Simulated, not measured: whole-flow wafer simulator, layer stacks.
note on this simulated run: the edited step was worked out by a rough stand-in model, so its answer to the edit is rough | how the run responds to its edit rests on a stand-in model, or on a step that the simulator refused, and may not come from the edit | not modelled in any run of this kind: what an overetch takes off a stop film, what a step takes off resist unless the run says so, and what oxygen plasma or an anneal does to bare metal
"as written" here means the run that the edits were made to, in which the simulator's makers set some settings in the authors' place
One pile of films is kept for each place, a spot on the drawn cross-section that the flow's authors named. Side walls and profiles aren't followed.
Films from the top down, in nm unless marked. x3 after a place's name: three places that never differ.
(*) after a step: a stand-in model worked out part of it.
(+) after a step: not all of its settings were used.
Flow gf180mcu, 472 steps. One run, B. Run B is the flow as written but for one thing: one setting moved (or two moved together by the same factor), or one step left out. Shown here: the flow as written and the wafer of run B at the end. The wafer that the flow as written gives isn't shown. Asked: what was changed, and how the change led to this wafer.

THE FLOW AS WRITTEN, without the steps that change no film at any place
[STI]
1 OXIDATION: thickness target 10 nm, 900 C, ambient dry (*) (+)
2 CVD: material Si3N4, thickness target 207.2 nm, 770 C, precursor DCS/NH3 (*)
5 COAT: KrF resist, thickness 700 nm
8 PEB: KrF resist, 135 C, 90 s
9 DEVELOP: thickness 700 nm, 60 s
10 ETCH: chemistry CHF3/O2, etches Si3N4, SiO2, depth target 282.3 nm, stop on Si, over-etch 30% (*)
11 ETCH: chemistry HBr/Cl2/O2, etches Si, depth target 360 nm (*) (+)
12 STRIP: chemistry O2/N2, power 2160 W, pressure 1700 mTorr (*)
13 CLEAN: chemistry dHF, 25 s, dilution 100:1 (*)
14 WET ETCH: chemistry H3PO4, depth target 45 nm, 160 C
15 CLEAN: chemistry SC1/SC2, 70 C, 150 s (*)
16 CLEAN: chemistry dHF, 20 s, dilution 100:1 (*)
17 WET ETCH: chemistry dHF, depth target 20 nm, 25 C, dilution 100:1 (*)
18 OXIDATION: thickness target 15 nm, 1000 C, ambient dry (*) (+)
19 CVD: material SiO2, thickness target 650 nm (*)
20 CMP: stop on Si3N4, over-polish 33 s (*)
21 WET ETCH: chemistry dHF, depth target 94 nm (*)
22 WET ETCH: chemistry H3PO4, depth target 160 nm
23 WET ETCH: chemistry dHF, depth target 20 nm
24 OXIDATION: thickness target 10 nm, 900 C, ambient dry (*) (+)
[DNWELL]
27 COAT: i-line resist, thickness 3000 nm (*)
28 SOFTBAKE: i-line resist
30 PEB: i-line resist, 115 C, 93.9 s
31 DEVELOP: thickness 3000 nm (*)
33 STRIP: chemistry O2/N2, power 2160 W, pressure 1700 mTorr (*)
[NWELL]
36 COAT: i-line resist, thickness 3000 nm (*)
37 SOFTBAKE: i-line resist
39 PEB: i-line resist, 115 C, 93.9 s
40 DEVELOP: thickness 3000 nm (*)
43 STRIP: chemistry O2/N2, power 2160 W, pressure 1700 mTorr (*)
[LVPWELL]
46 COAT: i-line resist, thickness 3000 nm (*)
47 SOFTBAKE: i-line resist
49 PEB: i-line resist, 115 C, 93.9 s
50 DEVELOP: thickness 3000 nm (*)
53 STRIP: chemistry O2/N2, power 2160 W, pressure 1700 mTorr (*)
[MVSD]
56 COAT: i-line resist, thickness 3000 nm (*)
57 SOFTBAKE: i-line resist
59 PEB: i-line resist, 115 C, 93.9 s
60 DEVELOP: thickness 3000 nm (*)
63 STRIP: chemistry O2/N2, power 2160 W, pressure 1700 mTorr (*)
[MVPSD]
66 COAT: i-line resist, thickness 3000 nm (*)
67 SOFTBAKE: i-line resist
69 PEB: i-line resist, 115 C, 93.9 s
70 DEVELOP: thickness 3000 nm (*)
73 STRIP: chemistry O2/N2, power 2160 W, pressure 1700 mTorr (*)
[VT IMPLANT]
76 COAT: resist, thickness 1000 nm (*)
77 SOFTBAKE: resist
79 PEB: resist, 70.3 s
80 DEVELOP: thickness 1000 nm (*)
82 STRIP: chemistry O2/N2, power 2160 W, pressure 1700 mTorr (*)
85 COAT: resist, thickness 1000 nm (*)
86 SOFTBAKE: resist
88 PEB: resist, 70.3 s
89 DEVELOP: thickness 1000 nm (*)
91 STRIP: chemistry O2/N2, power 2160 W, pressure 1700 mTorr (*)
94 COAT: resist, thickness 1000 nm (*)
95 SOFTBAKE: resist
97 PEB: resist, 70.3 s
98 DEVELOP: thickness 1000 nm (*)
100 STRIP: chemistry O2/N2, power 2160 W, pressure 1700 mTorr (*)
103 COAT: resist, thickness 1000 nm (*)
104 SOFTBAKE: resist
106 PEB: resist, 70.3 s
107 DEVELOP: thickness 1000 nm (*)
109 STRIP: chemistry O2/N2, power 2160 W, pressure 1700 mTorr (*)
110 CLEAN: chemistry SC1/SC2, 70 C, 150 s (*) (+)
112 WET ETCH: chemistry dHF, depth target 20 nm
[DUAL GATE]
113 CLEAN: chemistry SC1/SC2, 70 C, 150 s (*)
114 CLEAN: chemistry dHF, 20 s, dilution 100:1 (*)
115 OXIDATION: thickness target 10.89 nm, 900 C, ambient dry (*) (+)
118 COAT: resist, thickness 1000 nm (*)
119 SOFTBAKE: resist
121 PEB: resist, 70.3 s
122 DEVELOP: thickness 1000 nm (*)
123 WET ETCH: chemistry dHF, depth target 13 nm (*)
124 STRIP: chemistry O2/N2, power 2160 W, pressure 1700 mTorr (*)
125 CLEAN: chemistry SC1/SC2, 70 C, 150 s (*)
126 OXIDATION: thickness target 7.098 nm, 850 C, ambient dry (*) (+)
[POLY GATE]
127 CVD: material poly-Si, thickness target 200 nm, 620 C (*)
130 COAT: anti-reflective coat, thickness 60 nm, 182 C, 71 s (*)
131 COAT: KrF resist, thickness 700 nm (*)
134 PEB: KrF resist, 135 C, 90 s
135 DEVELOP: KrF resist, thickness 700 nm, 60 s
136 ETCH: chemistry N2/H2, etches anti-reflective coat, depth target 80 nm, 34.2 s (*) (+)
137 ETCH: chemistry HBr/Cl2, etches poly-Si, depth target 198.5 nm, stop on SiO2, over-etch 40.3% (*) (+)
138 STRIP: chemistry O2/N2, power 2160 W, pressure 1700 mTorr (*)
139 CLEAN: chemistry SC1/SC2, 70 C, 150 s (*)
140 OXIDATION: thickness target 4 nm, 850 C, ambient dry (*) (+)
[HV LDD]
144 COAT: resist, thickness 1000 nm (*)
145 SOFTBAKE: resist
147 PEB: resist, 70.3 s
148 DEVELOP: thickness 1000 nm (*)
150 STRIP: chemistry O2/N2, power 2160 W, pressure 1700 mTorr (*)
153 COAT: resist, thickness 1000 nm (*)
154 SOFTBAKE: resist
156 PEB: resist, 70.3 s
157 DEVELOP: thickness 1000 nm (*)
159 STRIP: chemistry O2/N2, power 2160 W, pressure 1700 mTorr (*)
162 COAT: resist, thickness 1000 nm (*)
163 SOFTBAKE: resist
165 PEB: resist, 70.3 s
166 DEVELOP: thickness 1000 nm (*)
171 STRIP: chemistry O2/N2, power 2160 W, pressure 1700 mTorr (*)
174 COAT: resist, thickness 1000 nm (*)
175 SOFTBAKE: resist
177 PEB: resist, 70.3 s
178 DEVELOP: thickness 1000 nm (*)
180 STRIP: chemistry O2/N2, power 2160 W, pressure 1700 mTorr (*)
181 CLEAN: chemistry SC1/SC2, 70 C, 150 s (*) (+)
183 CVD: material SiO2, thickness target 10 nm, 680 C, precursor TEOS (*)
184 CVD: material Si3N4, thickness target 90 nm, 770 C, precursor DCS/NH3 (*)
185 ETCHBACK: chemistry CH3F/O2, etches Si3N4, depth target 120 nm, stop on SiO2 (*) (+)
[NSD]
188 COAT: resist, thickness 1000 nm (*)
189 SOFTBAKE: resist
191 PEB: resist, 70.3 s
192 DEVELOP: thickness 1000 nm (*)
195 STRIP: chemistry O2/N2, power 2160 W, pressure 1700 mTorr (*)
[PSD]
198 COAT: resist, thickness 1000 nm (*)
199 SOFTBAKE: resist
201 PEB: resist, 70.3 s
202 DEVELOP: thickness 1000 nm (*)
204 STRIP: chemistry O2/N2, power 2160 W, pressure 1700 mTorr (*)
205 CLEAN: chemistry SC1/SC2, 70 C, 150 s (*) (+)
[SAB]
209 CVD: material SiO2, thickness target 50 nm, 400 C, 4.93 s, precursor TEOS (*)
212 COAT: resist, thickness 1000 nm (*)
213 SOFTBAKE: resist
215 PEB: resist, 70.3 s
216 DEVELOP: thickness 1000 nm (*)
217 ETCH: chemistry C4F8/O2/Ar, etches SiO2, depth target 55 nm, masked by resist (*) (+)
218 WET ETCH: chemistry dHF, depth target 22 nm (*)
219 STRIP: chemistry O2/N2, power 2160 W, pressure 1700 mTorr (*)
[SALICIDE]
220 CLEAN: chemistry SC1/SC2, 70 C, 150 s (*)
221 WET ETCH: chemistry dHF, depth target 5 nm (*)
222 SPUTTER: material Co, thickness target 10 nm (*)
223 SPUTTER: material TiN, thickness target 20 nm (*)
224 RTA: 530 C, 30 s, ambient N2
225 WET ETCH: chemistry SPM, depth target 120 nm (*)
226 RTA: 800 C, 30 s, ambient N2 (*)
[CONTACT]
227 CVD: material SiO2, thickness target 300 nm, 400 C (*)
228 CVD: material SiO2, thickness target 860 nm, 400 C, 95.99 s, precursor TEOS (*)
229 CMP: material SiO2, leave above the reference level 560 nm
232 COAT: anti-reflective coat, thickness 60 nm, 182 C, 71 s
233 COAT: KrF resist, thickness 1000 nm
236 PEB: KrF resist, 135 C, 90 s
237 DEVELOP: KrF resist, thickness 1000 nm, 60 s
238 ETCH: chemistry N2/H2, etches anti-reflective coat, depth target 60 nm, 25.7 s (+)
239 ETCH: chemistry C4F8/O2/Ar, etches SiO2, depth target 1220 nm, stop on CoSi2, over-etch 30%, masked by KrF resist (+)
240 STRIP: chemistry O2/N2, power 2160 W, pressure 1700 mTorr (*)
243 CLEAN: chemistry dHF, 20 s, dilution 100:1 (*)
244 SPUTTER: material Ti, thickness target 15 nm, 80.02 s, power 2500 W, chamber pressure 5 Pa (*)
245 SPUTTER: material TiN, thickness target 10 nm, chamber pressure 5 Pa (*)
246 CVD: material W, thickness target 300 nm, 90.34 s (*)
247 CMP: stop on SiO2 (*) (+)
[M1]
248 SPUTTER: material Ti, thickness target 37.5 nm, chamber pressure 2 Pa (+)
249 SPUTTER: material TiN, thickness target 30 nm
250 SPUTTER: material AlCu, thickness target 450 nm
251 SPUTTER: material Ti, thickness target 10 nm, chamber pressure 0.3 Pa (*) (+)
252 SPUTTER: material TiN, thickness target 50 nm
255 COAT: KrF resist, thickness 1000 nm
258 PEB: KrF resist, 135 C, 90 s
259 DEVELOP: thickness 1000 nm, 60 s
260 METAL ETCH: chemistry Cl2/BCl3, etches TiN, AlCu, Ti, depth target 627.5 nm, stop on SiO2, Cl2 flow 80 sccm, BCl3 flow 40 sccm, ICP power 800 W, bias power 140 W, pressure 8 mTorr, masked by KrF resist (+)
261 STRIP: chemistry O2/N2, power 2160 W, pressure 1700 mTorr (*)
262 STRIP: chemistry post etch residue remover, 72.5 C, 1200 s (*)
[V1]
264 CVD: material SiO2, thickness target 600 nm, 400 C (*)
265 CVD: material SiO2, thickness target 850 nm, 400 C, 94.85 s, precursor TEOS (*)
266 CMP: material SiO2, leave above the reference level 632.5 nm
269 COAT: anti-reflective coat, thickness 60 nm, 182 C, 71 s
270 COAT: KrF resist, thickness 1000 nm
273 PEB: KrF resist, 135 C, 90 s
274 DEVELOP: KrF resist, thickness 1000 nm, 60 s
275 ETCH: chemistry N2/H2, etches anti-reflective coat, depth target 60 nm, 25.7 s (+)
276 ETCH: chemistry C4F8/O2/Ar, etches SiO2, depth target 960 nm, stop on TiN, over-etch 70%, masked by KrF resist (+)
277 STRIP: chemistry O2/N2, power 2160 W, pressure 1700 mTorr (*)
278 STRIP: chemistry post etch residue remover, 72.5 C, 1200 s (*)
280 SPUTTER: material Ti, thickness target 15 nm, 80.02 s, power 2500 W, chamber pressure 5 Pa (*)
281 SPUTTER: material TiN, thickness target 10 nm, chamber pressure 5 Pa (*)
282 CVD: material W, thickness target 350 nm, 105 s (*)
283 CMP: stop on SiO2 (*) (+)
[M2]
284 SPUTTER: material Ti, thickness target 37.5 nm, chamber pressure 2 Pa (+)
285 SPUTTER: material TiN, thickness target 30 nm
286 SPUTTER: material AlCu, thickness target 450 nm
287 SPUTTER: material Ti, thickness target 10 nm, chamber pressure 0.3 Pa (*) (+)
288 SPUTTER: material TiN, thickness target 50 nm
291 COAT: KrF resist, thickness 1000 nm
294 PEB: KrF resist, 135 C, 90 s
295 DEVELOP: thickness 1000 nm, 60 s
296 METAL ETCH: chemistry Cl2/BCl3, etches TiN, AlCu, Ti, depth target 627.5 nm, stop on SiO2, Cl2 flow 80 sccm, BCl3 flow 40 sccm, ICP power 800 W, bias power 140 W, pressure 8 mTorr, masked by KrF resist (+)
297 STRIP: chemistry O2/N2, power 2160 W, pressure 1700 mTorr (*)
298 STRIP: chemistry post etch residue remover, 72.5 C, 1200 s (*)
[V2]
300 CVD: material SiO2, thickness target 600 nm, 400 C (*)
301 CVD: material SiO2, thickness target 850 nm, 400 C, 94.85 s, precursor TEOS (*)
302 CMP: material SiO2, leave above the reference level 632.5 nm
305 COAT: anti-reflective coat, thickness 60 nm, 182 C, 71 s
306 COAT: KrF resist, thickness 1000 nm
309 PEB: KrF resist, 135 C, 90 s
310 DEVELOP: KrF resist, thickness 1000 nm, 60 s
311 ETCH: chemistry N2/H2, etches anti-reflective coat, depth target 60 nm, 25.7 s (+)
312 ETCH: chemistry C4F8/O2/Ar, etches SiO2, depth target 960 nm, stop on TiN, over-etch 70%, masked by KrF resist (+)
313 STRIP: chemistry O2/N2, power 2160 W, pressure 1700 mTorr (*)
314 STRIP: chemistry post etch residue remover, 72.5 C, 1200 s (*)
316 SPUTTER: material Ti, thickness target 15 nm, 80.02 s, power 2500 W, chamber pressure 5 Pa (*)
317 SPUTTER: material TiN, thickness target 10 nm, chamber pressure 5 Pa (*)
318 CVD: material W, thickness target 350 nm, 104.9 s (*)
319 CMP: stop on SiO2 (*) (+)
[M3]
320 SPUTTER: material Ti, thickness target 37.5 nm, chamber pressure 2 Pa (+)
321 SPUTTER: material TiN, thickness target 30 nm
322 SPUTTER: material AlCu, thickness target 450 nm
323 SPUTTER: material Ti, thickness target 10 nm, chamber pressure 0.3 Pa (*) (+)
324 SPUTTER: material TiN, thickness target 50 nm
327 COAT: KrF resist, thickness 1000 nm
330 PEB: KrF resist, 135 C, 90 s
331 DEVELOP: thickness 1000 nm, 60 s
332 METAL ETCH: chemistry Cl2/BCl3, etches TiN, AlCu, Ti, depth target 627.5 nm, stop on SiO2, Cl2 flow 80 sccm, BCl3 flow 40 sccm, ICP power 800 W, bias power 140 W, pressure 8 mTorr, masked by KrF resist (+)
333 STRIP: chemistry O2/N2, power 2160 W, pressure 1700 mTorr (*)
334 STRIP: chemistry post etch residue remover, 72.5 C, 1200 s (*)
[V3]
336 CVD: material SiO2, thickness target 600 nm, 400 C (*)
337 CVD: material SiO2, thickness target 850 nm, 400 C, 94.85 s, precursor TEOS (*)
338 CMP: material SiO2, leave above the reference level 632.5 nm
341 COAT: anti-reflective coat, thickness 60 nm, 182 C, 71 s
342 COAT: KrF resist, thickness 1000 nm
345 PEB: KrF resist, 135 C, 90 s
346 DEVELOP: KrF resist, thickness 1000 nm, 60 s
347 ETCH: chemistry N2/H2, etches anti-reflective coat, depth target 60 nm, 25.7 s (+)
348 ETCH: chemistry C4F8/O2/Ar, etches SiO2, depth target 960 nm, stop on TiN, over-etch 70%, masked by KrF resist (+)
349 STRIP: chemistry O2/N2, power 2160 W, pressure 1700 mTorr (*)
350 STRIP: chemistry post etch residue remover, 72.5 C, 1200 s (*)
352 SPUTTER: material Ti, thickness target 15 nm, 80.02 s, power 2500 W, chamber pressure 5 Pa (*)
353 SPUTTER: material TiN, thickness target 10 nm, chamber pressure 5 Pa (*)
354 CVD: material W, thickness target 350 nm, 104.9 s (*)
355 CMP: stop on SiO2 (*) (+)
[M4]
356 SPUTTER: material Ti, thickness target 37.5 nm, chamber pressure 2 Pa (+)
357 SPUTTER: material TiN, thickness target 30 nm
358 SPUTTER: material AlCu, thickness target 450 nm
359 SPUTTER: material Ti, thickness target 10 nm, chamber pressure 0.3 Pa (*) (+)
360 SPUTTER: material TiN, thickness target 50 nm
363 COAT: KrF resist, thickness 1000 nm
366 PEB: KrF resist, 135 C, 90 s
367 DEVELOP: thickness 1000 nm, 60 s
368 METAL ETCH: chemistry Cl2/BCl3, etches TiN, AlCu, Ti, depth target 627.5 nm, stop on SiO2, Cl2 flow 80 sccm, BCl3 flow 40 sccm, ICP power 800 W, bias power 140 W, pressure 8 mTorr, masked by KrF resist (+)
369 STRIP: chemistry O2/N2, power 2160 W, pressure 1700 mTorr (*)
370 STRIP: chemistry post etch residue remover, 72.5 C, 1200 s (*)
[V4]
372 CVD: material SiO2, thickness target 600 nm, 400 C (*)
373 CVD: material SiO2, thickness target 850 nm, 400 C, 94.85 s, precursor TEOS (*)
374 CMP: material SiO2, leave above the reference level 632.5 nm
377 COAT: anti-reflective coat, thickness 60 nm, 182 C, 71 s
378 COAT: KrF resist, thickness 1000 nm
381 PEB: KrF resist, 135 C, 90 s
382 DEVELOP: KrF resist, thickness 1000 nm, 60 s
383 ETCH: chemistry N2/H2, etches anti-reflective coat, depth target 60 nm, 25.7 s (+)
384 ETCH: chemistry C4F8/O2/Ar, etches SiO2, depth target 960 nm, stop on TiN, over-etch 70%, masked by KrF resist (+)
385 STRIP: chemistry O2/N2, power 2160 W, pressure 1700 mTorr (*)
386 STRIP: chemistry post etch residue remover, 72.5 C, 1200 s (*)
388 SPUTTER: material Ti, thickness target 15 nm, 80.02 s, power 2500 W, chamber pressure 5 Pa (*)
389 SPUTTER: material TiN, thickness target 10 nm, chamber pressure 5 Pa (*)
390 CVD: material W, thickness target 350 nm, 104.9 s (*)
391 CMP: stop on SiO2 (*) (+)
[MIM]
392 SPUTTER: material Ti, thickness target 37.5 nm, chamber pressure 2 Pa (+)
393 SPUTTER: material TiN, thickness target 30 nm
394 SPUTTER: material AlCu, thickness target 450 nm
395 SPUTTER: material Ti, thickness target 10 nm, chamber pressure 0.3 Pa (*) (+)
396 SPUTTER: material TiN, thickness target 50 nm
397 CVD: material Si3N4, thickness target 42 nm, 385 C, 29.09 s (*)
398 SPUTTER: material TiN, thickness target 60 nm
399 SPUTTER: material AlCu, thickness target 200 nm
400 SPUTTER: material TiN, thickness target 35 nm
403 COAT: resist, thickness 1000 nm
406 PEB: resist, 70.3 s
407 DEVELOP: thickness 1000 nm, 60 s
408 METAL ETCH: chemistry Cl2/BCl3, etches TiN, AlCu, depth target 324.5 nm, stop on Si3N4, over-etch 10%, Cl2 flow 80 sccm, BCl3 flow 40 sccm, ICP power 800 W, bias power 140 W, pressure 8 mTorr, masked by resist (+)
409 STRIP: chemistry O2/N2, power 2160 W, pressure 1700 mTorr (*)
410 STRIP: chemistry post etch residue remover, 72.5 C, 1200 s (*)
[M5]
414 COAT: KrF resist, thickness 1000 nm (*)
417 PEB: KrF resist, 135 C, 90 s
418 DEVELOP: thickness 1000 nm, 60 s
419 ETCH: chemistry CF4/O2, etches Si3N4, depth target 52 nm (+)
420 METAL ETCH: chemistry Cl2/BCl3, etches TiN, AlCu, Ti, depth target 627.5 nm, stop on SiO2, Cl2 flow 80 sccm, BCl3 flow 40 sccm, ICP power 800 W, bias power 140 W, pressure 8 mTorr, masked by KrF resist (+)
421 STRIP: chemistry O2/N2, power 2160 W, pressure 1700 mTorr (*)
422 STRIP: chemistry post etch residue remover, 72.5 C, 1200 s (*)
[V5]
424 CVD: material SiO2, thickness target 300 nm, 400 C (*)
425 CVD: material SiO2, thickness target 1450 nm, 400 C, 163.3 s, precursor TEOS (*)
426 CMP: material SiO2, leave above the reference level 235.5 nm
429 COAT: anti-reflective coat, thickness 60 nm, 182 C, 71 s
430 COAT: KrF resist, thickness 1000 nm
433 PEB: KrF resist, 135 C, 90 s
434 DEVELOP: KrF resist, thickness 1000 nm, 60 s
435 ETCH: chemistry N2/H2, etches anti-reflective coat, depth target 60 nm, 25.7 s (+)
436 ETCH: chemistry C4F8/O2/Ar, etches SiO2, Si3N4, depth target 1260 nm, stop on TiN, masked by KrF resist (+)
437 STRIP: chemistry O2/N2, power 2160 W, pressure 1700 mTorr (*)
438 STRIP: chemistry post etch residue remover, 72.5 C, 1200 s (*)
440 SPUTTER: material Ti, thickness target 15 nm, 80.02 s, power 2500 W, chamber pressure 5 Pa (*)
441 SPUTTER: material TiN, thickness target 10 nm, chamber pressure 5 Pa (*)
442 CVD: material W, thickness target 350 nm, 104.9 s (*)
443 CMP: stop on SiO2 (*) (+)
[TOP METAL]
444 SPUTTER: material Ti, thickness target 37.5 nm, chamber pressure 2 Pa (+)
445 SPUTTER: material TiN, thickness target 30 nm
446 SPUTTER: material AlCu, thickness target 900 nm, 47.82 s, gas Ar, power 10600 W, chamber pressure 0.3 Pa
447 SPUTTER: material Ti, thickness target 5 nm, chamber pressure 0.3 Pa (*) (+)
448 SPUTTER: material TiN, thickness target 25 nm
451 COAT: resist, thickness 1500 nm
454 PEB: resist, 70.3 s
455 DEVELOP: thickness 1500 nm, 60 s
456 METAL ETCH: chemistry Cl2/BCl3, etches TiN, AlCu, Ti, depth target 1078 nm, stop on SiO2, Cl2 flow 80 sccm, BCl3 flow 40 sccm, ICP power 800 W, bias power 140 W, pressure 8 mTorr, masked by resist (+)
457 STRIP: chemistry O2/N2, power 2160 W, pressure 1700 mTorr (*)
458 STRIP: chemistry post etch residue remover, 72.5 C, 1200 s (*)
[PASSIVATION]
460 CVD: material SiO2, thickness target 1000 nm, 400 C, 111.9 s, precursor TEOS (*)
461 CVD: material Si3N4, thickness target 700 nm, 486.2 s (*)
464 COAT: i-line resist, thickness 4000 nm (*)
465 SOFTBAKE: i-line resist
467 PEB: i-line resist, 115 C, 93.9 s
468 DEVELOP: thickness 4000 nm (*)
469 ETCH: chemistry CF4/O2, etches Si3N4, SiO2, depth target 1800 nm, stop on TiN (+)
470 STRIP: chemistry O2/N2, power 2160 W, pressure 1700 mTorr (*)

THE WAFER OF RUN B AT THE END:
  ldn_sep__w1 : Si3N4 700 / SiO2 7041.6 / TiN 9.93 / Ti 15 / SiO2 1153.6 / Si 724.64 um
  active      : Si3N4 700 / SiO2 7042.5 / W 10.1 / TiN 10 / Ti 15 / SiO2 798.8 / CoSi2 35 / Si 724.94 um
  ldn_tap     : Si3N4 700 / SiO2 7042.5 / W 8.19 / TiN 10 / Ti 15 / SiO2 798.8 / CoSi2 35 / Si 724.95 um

The cause: step 228, CVD: thickness target 494 nm was run, where the flow has thickness target 860 nm; step 228, CVD: 55.2 s was run, where the flow has 95.99 s.

How the change led to this, step by step:
  228 CVD: material SiO2, thickness target 860 nm, 400 C, 95.99 s, precursor TEOS (*)
      field, field__w7, field__w8 and 70 more: SiO2 +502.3 (as written it would be: SiO2 +860)
      field__w3, field__w12: SiO2 +475.1 (as written it would be: SiO2 +807.3)
      (and at 36 more places)
  229 CMP: material SiO2, leave above the reference level 560 nm
      ldn_sep__w1, ldn_sep__w2, ldn_dft and 8 more: nothing (as written it would be: SiO2 -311)
      active, p_well, sd_n, iso_ptap_pw, iso_ntap_nw, iso_ptap_sub, vpnp_e: nothing (as written it would be: SiO2 -299.9)
      (and at 93 more places)
  232 COAT: anti-reflective coat, thickness 60 nm, 182 C, 71 s
      sti, mim_1p0, pad, dice_street: anti-reflective coat +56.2 (new film) (as written it would be: anti-reflective coat +60 (new film))
      p_well, sd_n, iso_ptap_pw: anti-reflective coat +53.1 (new film) (as written it would be: anti-reflective coat +60 (new film))
      (and at 96 more places)
  233 COAT: KrF resist, thickness 1000 nm
      p_well, sti, sd_n, mim_1p0, pad, dice_street: KrF resist +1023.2 (new film) (as written it would be: KrF resist +1000 (new film))
      field_sub: KrF resist +1021.3 (new film) (as written it would be: KrF resist +1000 (new film))
      (and at 11 more places)
  237 DEVELOP: KrF resist, thickness 1000 nm, 60 s
      polyc_n: KrF resist -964 (all of it) (as written it would be: KrF resist -989.5 (all of it))
      polyc_p: KrF resist -964.3 (all of it) (as written it would be: KrF resist -989.5 (all of it))
  238 ETCH: chemistry N2/H2, etches anti-reflective coat, depth target 60 nm, 25.7 s (+)
      contact: anti-reflective coat -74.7 (all of it) (as written it would be: anti-reflective coat -60 (all of it), SiO2 -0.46)
      polyc_n, polyc_p: anti-reflective coat -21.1 (all of it), SiO2 -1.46 (as written it would be: anti-reflective coat -60 (all of it), SiO2 -0.46)
  239 ETCH: chemistry C4F8/O2/Ar, etches SiO2, depth target 1220 nm, stop on CoSi2, over-etch 30%, masked by KrF resist (+)
      field, field__w1, field__w2 and 105 more: KrF resist -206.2 (as written it would be: KrF resist -223.5)
      contact: SiO2 -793 (all of it) (as written it would be: SiO2 -859.5 (all of it))
  240 STRIP: chemistry O2/N2, power 2160 W, pressure 1700 mTorr (*)
      sti, mim_1p0, pad, dice_street: KrF resist -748 (all of it), anti-reflective coat -56.2 (all of it) (as written it would be: KrF resist -707.7 (all of it), anti-reflective coat -60 (all of it))
      p_well, sd_n: KrF resist -748 (all of it), anti-reflective coat -53.1 (all of it) (as written it would be: KrF resist -707.7 (all of it), anti-reflective coat -60 (all of it))
      (and at 102 more places)
  244 SPUTTER: material Ti, thickness target 15 nm, 80.02 s, power 2500 W, chamber pressure 5 Pa (*)
      field__w3, ld_drift_n: Ti +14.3 (new film) (as written it would be: Ti +15 (new film))
      field__w12: Ti +14.1 (new film) (as written it would be: Ti +15 (new film))
      (and at 1 more place)
  245 SPUTTER: material TiN, thickness target 10 nm, chamber pressure 5 Pa (*)
      field__w12: TiN +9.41 (new film) (as written it would be: TiN +10 (new film))
      ld_drift_p: TiN +9.26 (new film) (as written it would be: TiN +10 (new film))
  246 CVD: material W, thickness target 300 nm, 90.34 s (*)
      contact: W +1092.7 (new film) (as written it would be: W +1167.5 (new film))
  247 CMP: stop on SiO2 (*) (+)
      ldn_sep__w1, ldn_sep__w2, ldn_dft and 8 more: W -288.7 (as written it would be: W -300 (all of it), TiN -10 (all of it), Ti -15 (all of it), SiO2 -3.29)
      active, p_well, sd_n, iso_ptap_pw, iso_ntap_nw, iso_ptap_sub, vpnp_e: W -277.7 (as written it would be: W -300 (all of it), TiN -10 (all of it), Ti -15 (all of it), SiO2 -3.29)
      (and at 93 more places)
  248 SPUTTER: material Ti, thickness target 37.5 nm, chamber pressure 2 Pa (+)
      field__w13, nplus_u, pplus_u, nw_enc_fld_lv__w1, nw_enc_fld_lv__w4: Ti +37.5 (as written it would be: Ti +37.5 (new film))
  260 METAL ETCH: chemistry Cl2/BCl3, etches TiN, AlCu, Ti, depth target 627.5 nm, stop on SiO2, Cl2 flow 80 sccm, BCl3 flow 40 sccm, ICP power 800 W, bias power 140 W, pressure 8 mTorr, masked by KrF resist (+)
      field, field__w1, field__w2 and 65 more: TiN -50 (all of it), Ti -10 (all of it), AlCu -450 (all of it), TiN -30 (all of it), Ti -37.5 (all of it), W -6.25 (as written it would be: TiN -50 (all of it), Ti -10 (all of it), AlCu -450 (all of it), TiN -30 (all of it), Ti -37.5 (all of it))
      field__w13: TiN -50 (all of it), Ti -10 (all of it), AlCu -450 (all of it), TiN -30 (all of it), Ti -50.2 (all of it) (as written it would be: TiN -50 (all of it), Ti -10 (all of it), AlCu -450 (all of it), TiN -30 (all of it), Ti -37.5 (all of it))
      (and at 2 more places)
  262 STRIP: chemistry post etch residue remover, 72.5 C, 1200 s (*)
      field, field__w1, field__w2 and 49 more: W -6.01 (as written it would be: nothing)
      ldn_sep__w2, ldn_fld__w1, ldp_sep__w2, ldp_dft, ldp_out, ldp_fld__w3: W -5.01 (all of it), TiN -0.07 (as written it would be: nothing)
      (and at 10 more places)
  264 CVD: material SiO2, thickness target 600 nm, 400 C (*)
      field, field__w1, field__w2 and 65 more: SiO2 +600 (new film) (as written it would be: SiO2 +600)
  266 CMP: material SiO2, leave above the reference level 632.5 nm
      field, field__w1, field__w2 and 49 more: SiO2 -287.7 (as written it would be: SiO2 -300)
      ldn_sep__w1, ldn_sep__w2, ldn_dft and 8 more: SiO2 -288.7 (as written it would be: SiO2 -300)
      (and at 7 more places)
Counting metal films that touch as one body, ldn_sep__w1 has 1 body; the flow as written gives 0 bodies.
Counting metal films that touch as one body, active has 2 bodies (between them, from the top down: SiO2 798.8); the flow as written gives 1 body.
Counting metal films that touch as one body, ldn_tap has 2 bodies (between them, from the top down: SiO2 798.8); the flow as written gives 1 body.
